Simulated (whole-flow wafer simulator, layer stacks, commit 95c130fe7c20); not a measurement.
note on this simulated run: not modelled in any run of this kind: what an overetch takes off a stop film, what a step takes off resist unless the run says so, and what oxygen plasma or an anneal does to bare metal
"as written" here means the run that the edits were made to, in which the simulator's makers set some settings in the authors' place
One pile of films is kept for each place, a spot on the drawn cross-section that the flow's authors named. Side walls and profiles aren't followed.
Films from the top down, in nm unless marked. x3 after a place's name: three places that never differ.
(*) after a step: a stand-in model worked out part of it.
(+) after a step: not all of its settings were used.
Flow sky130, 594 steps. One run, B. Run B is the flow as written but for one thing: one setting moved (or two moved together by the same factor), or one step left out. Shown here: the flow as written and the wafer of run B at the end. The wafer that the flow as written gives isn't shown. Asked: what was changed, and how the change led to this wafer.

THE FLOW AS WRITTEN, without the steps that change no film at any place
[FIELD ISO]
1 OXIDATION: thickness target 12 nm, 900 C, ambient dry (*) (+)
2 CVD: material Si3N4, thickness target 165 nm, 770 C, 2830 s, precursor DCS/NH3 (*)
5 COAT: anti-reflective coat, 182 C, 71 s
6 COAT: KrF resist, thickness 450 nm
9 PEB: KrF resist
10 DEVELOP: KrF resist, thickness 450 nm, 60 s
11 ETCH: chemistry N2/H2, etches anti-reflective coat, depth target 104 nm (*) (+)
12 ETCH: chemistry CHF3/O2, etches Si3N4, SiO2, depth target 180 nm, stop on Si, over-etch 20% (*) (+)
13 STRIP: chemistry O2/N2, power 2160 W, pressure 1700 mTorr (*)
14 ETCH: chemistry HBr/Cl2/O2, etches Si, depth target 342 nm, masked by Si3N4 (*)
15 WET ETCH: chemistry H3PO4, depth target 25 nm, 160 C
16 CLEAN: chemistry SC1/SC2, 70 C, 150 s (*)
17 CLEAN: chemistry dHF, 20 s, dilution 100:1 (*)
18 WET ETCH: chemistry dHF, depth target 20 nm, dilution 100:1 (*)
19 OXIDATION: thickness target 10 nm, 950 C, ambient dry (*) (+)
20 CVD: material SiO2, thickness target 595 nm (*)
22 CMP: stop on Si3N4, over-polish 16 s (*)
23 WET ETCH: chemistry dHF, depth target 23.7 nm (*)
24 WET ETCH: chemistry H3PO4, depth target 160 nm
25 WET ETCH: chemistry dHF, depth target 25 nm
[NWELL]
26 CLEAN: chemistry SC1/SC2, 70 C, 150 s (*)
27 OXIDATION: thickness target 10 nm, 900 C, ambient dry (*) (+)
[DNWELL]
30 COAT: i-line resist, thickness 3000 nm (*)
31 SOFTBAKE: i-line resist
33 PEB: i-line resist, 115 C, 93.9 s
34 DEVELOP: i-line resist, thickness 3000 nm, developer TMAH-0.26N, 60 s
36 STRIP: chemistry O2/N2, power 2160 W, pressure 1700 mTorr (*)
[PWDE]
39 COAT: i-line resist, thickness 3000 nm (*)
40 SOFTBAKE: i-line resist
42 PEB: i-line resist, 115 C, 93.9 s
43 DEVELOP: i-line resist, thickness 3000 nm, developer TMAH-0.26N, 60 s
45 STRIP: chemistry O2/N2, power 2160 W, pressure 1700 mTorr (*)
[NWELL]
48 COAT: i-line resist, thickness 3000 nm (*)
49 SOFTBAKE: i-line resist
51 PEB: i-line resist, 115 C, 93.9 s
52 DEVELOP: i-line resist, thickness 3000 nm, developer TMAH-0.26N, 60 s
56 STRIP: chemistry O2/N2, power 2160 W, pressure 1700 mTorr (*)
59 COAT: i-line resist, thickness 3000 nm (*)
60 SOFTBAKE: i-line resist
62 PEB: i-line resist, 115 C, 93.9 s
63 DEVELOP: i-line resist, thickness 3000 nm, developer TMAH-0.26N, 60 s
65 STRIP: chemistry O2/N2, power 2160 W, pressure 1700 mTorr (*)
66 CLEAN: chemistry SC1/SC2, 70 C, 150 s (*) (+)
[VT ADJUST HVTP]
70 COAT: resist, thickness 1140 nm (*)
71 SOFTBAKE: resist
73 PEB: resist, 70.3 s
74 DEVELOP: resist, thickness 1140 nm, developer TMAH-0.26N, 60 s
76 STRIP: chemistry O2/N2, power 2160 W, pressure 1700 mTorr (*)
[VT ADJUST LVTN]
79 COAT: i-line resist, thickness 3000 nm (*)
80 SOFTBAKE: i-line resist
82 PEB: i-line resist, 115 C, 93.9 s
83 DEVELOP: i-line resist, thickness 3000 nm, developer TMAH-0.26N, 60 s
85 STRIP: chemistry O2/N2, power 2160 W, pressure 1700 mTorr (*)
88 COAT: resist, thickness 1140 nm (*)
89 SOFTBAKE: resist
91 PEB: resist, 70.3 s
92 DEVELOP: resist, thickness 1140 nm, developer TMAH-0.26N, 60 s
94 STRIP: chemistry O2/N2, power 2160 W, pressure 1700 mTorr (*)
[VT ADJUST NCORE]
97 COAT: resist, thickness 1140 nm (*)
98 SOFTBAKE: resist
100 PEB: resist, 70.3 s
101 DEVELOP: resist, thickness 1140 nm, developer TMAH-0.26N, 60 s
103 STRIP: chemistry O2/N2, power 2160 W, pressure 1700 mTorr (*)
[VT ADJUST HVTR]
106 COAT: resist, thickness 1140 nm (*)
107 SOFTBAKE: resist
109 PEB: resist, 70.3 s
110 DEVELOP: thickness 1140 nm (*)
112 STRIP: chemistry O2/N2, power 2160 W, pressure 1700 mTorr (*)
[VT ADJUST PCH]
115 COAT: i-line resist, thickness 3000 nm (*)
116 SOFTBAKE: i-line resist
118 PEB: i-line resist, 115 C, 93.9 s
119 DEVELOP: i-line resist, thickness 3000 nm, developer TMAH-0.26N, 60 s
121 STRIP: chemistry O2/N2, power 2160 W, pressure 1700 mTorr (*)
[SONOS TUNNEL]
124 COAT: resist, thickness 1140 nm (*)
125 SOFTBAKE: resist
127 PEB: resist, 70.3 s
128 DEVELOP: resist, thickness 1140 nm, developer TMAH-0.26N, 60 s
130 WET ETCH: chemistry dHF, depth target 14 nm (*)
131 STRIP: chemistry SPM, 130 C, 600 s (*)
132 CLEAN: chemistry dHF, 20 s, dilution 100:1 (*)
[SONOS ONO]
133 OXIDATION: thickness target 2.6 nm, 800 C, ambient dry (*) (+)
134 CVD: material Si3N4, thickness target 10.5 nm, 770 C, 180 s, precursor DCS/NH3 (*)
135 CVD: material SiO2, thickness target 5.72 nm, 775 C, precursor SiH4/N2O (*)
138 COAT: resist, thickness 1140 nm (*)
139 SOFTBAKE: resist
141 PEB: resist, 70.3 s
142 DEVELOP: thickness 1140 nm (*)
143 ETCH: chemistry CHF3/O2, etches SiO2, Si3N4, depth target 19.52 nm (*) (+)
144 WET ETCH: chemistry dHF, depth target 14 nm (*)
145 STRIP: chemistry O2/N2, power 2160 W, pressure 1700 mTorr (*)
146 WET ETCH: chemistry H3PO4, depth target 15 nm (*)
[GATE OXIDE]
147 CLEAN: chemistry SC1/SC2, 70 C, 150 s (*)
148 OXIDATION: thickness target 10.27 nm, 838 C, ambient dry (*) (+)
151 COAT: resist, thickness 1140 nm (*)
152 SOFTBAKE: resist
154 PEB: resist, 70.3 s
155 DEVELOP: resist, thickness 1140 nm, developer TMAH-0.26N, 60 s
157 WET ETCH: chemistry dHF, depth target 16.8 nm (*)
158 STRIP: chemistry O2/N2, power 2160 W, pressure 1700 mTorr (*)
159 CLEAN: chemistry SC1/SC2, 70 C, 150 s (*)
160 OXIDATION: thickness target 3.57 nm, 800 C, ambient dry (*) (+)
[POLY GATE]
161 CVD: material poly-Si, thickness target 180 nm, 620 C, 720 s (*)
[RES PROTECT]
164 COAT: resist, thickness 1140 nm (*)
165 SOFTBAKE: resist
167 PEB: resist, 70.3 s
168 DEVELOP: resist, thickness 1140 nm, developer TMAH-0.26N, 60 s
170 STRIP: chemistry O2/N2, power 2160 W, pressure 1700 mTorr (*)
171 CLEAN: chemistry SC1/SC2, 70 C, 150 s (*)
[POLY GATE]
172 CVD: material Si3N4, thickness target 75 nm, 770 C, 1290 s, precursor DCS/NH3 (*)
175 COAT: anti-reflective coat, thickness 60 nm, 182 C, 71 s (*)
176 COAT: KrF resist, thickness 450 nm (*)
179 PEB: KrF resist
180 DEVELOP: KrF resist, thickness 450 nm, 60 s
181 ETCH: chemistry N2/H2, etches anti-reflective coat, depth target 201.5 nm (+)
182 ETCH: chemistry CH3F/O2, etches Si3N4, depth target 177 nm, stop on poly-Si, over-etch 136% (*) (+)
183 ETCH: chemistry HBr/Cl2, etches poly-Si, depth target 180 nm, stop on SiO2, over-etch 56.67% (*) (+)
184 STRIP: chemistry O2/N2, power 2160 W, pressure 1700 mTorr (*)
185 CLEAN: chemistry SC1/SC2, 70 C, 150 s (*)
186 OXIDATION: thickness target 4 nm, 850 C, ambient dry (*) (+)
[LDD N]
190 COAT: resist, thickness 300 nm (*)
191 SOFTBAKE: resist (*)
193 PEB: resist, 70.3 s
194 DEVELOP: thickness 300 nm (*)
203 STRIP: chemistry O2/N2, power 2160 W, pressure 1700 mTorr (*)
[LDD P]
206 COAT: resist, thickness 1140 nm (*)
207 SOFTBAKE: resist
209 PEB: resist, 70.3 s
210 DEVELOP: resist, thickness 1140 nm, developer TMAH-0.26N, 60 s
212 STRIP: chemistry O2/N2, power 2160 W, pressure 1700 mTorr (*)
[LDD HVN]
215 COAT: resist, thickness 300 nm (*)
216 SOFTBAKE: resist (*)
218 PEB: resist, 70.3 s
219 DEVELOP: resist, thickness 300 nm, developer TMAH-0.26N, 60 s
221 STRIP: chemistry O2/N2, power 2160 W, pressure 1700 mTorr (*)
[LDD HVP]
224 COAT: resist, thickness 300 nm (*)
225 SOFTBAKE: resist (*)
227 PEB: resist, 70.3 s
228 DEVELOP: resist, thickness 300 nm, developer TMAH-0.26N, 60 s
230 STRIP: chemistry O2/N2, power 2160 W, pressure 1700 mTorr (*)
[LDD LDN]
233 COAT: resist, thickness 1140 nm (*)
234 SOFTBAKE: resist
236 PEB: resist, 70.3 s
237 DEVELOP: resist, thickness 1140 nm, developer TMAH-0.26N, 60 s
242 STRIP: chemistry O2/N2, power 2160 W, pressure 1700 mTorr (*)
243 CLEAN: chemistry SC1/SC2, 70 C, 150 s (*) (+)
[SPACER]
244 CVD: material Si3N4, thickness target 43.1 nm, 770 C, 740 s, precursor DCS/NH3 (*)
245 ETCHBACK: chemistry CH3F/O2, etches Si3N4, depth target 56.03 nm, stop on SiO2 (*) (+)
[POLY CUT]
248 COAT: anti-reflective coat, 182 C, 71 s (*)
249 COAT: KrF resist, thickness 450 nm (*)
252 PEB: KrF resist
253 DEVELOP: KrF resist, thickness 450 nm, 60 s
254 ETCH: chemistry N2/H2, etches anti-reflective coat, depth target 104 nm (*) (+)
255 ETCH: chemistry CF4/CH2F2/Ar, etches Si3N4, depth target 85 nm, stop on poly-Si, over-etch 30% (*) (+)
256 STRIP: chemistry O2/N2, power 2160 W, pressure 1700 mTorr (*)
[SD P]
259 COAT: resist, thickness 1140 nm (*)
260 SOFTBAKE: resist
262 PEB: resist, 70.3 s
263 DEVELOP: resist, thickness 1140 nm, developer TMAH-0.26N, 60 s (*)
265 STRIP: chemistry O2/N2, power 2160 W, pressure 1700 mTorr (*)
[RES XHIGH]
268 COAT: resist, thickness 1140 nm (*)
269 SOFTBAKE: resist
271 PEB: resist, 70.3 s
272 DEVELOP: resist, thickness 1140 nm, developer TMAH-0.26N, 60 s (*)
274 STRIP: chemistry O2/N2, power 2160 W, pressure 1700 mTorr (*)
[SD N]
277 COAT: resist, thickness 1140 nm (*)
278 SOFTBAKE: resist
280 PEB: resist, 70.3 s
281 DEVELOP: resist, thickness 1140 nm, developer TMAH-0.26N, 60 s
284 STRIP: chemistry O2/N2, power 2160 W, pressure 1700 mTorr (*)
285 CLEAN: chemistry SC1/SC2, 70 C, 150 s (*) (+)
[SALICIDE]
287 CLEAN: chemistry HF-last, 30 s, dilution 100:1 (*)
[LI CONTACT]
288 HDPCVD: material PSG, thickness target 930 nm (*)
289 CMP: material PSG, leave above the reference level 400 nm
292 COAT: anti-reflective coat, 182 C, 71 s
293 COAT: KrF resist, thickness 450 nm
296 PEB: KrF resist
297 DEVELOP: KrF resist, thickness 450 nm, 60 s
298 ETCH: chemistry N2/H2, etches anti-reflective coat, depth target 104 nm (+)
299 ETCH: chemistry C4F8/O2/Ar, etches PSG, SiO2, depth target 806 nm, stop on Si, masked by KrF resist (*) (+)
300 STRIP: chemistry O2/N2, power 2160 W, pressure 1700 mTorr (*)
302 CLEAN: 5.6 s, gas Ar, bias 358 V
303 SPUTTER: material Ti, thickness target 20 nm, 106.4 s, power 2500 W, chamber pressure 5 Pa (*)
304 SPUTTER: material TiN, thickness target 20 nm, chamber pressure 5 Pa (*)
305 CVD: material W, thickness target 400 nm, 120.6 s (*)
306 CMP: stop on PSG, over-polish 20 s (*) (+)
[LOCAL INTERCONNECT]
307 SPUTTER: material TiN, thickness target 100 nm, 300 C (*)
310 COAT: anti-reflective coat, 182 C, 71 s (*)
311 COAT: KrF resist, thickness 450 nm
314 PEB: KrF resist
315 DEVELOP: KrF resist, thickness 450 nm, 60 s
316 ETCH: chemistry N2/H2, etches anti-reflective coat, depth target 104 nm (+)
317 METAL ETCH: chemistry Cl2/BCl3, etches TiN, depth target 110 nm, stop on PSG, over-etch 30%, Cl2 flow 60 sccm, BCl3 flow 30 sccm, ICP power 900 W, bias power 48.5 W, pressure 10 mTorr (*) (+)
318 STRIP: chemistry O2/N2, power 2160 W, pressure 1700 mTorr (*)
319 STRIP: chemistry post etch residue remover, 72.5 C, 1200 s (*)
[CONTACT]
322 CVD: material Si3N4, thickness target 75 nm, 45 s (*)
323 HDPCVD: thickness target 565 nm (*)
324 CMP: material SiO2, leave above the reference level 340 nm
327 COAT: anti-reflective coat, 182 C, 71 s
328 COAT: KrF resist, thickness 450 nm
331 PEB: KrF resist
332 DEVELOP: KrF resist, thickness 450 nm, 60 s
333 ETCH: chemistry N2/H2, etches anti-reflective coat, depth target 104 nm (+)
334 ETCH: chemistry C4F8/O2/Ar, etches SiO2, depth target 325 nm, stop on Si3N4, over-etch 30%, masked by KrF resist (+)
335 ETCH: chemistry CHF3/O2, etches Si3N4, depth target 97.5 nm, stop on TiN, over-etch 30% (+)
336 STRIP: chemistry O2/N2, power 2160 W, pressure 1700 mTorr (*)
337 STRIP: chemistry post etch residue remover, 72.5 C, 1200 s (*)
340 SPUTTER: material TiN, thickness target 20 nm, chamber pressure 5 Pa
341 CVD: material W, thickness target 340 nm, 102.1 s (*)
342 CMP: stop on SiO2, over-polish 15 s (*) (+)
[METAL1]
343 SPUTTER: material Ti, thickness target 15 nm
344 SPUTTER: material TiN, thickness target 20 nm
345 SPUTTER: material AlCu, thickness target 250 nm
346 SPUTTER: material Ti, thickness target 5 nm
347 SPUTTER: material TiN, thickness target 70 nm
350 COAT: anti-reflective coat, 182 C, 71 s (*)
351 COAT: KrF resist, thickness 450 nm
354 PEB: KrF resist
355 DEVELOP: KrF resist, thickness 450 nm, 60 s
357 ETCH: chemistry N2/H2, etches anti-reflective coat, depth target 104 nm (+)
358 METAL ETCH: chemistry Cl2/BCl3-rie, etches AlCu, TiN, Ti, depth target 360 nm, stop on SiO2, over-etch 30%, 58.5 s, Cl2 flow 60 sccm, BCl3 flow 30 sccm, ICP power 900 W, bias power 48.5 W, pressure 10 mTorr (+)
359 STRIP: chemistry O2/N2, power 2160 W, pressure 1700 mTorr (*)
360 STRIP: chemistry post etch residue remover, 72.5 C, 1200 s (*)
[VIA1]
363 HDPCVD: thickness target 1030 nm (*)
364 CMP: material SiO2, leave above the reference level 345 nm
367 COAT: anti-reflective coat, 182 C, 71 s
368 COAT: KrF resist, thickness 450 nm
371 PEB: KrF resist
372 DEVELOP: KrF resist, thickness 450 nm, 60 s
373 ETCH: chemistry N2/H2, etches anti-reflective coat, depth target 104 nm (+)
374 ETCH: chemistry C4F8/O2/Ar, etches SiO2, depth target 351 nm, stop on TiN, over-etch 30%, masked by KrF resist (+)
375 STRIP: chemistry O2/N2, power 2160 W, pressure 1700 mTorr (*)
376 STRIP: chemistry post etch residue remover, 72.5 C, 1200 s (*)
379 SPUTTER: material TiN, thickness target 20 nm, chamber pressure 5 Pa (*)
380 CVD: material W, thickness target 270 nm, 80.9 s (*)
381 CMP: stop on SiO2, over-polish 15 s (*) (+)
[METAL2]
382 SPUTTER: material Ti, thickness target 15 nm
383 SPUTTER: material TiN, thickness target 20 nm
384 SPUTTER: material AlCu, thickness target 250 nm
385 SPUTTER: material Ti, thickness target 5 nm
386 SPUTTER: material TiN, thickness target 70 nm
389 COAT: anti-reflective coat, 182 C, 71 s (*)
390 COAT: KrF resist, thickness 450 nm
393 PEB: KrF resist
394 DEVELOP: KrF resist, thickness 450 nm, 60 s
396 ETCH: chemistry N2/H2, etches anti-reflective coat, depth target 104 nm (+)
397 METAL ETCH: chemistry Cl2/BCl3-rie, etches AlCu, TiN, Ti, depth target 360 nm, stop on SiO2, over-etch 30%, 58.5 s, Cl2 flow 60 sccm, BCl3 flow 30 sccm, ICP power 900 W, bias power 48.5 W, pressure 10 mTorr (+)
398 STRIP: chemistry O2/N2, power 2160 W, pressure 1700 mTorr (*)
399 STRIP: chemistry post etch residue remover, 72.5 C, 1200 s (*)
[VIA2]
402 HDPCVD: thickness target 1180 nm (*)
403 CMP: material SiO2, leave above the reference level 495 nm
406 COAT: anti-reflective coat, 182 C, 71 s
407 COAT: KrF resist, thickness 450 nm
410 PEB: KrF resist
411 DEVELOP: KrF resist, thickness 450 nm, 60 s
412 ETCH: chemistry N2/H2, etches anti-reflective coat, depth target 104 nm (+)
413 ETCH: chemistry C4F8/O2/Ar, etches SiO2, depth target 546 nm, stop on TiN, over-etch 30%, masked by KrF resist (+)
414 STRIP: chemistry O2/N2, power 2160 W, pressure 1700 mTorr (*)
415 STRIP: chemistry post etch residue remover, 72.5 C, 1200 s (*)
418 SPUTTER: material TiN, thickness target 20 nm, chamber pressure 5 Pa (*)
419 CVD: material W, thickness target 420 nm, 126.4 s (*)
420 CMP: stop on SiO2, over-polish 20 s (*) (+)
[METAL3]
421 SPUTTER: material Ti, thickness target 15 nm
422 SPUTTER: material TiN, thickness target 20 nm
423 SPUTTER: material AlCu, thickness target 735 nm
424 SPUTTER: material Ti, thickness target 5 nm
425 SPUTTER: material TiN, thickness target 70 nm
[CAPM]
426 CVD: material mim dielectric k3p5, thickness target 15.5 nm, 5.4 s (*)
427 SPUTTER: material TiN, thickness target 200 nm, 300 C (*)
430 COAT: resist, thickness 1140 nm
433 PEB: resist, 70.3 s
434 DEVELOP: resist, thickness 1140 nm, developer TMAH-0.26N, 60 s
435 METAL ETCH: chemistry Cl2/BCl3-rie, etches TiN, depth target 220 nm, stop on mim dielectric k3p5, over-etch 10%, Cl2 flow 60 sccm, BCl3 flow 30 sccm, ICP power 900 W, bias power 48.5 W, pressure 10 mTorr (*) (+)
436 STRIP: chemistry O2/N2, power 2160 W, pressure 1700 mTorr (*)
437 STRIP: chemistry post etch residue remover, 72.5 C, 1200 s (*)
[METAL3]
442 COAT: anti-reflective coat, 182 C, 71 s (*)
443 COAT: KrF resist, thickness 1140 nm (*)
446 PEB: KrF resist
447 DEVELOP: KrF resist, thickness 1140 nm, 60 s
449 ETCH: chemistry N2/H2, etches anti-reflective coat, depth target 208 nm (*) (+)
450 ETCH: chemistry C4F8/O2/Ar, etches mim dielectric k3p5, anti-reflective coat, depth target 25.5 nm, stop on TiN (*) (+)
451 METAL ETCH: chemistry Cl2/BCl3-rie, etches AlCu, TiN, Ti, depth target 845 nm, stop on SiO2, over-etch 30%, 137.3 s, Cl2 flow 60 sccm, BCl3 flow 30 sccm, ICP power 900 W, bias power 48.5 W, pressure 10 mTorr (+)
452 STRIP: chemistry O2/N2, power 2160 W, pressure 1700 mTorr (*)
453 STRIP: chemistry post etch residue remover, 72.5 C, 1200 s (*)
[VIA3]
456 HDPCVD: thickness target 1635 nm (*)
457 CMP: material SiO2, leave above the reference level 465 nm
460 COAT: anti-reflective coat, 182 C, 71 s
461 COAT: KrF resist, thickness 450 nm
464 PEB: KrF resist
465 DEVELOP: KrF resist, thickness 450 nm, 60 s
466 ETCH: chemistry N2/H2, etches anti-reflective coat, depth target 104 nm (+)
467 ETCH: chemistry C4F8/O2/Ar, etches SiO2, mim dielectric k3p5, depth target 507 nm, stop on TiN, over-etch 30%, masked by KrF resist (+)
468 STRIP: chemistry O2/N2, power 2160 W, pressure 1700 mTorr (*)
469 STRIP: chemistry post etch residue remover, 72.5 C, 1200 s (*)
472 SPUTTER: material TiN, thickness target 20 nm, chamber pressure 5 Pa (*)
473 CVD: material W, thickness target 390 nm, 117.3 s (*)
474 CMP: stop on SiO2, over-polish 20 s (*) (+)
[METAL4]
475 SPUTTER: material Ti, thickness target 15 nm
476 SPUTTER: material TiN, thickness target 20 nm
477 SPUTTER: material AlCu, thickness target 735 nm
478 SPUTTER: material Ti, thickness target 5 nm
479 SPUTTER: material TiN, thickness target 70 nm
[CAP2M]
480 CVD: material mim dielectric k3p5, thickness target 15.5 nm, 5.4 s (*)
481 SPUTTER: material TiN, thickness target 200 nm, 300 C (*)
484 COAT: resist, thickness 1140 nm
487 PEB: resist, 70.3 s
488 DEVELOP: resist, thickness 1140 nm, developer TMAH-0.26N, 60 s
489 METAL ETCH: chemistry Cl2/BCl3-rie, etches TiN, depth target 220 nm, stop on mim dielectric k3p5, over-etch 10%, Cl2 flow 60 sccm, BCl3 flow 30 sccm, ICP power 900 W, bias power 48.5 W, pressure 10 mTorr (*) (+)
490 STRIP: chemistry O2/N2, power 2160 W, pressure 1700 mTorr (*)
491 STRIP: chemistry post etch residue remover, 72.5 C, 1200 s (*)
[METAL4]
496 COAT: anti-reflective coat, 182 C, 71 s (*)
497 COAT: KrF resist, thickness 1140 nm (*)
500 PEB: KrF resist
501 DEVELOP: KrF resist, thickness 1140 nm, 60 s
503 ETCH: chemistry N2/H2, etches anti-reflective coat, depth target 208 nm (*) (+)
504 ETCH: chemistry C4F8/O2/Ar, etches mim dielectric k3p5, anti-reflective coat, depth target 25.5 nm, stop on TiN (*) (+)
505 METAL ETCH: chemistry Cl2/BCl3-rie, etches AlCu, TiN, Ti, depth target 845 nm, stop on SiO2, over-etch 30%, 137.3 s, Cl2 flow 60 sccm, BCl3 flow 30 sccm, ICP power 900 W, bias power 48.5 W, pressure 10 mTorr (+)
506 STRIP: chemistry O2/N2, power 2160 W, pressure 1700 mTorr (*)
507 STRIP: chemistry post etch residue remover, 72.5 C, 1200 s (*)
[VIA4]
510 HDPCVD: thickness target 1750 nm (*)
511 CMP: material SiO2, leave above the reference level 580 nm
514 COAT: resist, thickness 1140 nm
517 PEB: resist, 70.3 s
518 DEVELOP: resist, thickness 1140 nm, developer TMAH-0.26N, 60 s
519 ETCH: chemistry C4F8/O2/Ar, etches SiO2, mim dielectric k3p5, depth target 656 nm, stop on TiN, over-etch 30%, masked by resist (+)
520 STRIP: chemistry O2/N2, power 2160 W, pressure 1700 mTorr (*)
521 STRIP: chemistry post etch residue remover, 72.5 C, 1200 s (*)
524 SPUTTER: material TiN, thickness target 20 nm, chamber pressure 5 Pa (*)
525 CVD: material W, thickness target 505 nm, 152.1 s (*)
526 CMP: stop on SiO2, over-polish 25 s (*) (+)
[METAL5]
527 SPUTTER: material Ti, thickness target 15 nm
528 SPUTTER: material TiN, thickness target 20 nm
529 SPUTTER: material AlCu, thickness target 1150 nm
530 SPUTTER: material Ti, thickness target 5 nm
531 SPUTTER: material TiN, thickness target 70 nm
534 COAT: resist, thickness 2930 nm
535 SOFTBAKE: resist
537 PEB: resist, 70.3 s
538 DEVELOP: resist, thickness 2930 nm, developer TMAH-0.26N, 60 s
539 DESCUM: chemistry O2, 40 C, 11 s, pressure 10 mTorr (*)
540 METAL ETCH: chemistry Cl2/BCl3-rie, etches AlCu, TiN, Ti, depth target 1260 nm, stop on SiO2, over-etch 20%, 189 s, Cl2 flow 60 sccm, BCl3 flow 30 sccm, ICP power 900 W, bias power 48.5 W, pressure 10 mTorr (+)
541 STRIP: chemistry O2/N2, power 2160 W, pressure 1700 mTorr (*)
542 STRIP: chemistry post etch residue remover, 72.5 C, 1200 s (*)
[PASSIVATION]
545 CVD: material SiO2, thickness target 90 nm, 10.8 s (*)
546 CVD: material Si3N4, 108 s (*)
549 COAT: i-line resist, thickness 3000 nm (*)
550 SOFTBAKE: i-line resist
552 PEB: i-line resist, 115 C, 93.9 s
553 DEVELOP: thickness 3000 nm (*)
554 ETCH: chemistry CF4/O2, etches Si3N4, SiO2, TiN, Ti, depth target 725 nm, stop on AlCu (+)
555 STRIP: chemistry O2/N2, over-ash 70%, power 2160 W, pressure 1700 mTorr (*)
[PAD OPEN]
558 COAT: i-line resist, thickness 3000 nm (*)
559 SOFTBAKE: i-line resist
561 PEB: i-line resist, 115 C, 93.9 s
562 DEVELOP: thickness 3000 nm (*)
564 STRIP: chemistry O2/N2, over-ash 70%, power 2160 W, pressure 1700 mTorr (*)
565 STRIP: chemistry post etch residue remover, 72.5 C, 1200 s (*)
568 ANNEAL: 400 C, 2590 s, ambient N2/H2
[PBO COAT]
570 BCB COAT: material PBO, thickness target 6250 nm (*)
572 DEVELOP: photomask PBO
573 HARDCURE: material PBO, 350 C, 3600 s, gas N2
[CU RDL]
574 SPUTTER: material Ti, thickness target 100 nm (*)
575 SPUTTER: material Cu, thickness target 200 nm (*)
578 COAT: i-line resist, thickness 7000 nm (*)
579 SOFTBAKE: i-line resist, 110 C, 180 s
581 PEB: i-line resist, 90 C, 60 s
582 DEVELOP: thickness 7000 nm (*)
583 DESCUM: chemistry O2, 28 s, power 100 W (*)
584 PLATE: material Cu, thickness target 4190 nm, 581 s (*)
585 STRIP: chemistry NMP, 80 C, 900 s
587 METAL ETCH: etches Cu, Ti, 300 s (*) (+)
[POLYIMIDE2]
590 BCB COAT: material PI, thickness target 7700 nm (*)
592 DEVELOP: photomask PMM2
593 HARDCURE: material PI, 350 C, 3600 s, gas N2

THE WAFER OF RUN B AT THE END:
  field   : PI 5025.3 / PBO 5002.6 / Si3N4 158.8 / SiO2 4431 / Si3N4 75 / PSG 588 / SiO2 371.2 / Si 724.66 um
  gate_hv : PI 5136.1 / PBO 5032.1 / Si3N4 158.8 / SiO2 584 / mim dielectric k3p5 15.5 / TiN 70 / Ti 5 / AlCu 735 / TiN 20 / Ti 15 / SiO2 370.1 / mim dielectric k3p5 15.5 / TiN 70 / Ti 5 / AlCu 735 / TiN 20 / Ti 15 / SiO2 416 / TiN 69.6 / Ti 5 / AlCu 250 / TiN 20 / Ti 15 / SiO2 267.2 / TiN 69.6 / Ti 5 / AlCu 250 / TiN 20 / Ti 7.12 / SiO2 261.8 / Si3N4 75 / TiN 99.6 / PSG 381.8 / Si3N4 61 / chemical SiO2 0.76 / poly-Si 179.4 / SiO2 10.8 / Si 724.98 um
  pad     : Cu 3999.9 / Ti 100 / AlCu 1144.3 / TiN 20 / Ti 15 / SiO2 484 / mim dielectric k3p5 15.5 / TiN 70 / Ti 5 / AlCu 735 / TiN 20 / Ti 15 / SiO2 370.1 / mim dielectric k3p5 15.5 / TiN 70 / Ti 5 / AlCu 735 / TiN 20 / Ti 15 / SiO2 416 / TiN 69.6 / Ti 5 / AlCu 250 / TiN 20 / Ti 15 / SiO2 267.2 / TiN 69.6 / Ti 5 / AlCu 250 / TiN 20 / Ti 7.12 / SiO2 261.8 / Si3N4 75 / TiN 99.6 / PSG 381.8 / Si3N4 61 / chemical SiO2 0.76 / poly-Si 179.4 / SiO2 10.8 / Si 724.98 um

The cause: step 343, SPUTTER: thickness target 7.12 nm was run, where the flow has thickness target 15 nm.
It can be read off the wafer: gate_hv has Ti 7.12, and step 343 as written asks for 15 nm.

How the change led to this, step by step:
  343 SPUTTER: material Ti, thickness target 15 nm
      field, active, n_well and 188 more: Ti +7.12 (new film) (as written it would be: Ti +15 (new film))
  358 METAL ETCH: chemistry Cl2/BCl3-rie, etches AlCu, TiN, Ti, depth target 360 nm, stop on SiO2, over-etch 30%, 58.5 s, Cl2 flow 60 sccm, BCl3 flow 30 sccm, ICP power 900 W, bias power 48.5 W, pressure 10 mTorr (+)
      field, active, gate and 81 more: TiN -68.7 (all of it), Ti -5 (all of it), AlCu -250 (all of it), TiN -20 (all of it), Ti -7.12 (all of it), SiO2 -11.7 (as written it would be: TiN -68.7 (all of it), Ti -5 (all of it), AlCu -250 (all of it), TiN -20 (all of it), Ti -15 (all of it), SiO2 -10.9)
